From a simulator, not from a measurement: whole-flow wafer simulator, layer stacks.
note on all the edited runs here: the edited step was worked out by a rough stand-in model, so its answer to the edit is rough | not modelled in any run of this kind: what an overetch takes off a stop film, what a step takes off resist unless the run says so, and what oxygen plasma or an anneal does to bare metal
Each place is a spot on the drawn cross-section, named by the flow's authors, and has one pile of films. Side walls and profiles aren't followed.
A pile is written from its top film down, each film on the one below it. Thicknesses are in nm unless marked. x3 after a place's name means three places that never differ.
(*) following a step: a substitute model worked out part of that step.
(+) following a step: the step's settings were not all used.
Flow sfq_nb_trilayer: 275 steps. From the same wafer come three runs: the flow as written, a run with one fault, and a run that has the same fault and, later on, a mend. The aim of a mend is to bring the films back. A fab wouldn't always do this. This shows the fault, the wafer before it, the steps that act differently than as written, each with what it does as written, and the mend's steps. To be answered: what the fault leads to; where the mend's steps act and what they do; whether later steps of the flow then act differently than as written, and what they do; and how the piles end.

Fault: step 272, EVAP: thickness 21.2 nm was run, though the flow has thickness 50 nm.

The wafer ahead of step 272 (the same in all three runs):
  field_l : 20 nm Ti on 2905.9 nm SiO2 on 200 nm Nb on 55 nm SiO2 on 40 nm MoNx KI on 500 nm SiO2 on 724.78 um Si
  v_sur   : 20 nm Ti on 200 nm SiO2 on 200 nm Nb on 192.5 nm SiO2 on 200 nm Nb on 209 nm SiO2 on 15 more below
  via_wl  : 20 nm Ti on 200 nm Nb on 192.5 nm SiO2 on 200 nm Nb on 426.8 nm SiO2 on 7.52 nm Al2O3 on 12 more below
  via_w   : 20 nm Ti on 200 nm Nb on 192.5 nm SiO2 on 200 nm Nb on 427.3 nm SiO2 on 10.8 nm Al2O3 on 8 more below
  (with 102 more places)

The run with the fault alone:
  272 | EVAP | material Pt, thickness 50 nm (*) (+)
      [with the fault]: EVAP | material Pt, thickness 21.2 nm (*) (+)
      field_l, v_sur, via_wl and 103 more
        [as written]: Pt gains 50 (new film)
        [with the fault]: Pt gains 21.2 (new film)
  Later steps of the flow acting differently than as written:
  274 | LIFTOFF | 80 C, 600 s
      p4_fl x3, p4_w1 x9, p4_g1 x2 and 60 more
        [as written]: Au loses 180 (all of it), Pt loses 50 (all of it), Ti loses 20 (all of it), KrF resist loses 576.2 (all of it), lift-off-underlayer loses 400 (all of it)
        [with the fault]: Au loses 180 (all of it), Pt loses 21.2 (all of it), Ti loses 20 (all of it), KrF resist loses 576.2 (all of it), lift-off-underlayer loses 400 (all of it)
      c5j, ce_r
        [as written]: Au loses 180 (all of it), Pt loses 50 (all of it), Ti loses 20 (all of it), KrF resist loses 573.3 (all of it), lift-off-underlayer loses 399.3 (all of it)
        [with the fault]: Au loses 180 (all of it), Pt loses 21.2 (all of it), Ti loses 20 (all of it), KrF resist loses 573.3 (all of it), lift-off-underlayer loses 399.3 (all of it)
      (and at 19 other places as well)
  By the end, the piles at field_l, v_sur, via_wl and 8 more depart from the flow's by more than 2% or 0.5 nm, whichever is larger.
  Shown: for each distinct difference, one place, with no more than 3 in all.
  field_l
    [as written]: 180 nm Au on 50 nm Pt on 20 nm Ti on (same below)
    [with the fault]: 180 nm Au on 21.2 nm Pt on 20 nm Ti on (same below)

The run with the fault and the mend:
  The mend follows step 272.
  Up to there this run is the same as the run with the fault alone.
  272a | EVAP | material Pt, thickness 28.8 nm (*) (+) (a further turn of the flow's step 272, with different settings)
      field_l, v_sur, via_wl and 103 more
        Pt gains 28.8
  None of the later steps of the flow acts differently than as written at any place that is followed.
  The piles end the same as the flow's at every place that both follow.
